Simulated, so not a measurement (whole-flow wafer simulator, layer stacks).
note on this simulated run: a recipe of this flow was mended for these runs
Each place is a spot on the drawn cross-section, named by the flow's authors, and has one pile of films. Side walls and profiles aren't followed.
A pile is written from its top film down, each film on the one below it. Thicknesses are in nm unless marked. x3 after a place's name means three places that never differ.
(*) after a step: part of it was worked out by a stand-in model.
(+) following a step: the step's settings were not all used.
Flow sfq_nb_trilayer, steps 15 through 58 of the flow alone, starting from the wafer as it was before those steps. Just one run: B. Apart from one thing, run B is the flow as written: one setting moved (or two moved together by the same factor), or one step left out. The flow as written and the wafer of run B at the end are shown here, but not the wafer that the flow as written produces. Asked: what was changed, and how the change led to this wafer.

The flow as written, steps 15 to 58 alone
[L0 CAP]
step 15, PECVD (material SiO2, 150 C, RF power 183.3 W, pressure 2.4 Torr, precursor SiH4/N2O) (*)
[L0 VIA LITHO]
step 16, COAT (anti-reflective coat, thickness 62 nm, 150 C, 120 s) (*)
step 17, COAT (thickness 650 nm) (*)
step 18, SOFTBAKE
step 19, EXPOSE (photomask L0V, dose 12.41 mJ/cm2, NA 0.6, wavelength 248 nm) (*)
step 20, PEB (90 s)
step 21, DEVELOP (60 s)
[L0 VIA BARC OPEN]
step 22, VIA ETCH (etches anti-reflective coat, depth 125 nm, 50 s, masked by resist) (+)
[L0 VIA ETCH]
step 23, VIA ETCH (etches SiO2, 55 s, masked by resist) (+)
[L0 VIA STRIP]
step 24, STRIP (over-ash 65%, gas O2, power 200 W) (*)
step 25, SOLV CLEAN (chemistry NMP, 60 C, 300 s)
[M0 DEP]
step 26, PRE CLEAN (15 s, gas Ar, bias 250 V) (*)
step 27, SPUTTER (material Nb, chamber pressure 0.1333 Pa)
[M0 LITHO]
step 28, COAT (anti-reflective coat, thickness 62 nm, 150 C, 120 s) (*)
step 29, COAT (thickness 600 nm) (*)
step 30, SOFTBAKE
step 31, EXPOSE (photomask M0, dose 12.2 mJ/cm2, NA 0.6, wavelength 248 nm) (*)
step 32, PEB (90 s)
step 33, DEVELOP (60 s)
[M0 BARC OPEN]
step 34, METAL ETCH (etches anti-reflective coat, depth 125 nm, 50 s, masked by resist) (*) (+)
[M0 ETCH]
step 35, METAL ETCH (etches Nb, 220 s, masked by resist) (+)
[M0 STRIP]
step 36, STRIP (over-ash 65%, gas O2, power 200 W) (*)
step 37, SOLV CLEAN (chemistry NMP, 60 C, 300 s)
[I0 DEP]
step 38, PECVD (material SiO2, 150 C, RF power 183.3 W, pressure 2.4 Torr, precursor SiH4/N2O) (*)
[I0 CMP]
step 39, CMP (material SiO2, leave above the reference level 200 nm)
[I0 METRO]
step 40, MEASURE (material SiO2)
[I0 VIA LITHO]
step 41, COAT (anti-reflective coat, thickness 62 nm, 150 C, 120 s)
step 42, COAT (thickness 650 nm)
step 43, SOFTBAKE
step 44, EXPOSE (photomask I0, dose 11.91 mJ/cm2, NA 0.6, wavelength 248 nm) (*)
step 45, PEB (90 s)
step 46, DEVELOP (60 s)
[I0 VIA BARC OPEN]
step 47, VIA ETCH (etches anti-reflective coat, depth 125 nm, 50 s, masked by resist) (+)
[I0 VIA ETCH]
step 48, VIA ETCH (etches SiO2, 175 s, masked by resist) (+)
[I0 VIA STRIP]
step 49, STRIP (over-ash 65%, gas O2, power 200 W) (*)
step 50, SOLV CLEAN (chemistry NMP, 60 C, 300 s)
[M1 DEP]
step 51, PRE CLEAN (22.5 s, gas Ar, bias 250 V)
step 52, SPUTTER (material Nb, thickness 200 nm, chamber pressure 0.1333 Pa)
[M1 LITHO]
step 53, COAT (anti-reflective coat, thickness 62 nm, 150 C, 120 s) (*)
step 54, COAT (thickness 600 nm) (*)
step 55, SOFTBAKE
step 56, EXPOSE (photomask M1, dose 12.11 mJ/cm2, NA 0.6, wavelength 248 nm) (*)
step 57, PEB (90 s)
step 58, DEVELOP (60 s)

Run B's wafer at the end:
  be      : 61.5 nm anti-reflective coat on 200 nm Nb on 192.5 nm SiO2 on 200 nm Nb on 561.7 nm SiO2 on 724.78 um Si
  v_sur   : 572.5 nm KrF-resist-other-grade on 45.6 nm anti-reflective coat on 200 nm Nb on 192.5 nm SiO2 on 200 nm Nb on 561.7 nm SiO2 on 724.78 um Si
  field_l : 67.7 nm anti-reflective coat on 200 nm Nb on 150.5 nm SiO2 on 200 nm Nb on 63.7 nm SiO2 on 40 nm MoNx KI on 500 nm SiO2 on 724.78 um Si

Cause: step 15, PECVD: pressure 1.55 Torr was run, while the flow as written has pressure 2.4 Torr.

The path from the change to this, step by step:
  step 15, PECVD (material SiO2, 150 C, RF power 183.3 W, pressure 2.4 Torr, precursor SiH4/N2O) (*)
      v_sur, via_wl, via_w and 97 more: SiO2 gains 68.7 (as written it would have been: SiO2 gains 60)
      field_l, l0_sur, l0v, l0r_line_l, l0r_line_c, l0r_line_r: SiO2 gains 68.7 (new film) (as written it would have been: SiO2 gains 60 (new film))
  step 23, VIA ETCH (etches SiO2, 55 s, masked by resist) (+)
      l0v: SiO2 loses 68.4 (all of it), MoNx KI loses 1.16 (as written it would have been: SiO2 loses 59.7 (all of it), MoNx KI loses 2.03)
  step 28, COAT (anti-reflective coat, thickness 62 nm, 150 C, 120 s) (*)
      l0_sur: anti-reflective coat gains 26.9 (new film) (as written it would have been: anti-reflective coat gains 29.3 (new film))
      l0v: anti-reflective coat gains 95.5 (new film) (as written it would have been: anti-reflective coat gains 92.5 (new film))
  step 36, STRIP (over-ash 65%, gas O2, power 200 W) (*)
      l0_sur: KrF-resist-other-grade loses 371 (all of it), anti-reflective coat loses 26.9 (all of it) (as written it would have been: KrF-resist-other-grade loses 370 (all of it), anti-reflective coat loses 29.3 (all of it))
      l0v: KrF-resist-other-grade loses 378.6 (all of it), anti-reflective coat loses 95.5 (all of it) (as written it would have been: KrF-resist-other-grade loses 374.1 (all of it), anti-reflective coat loses 92.5 (all of it))
  step 39, CMP (material SiO2, leave above the reference level 200 nm)
      l0v: SiO2 loses 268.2 (as written it would have been: SiO2 loses 277.4)
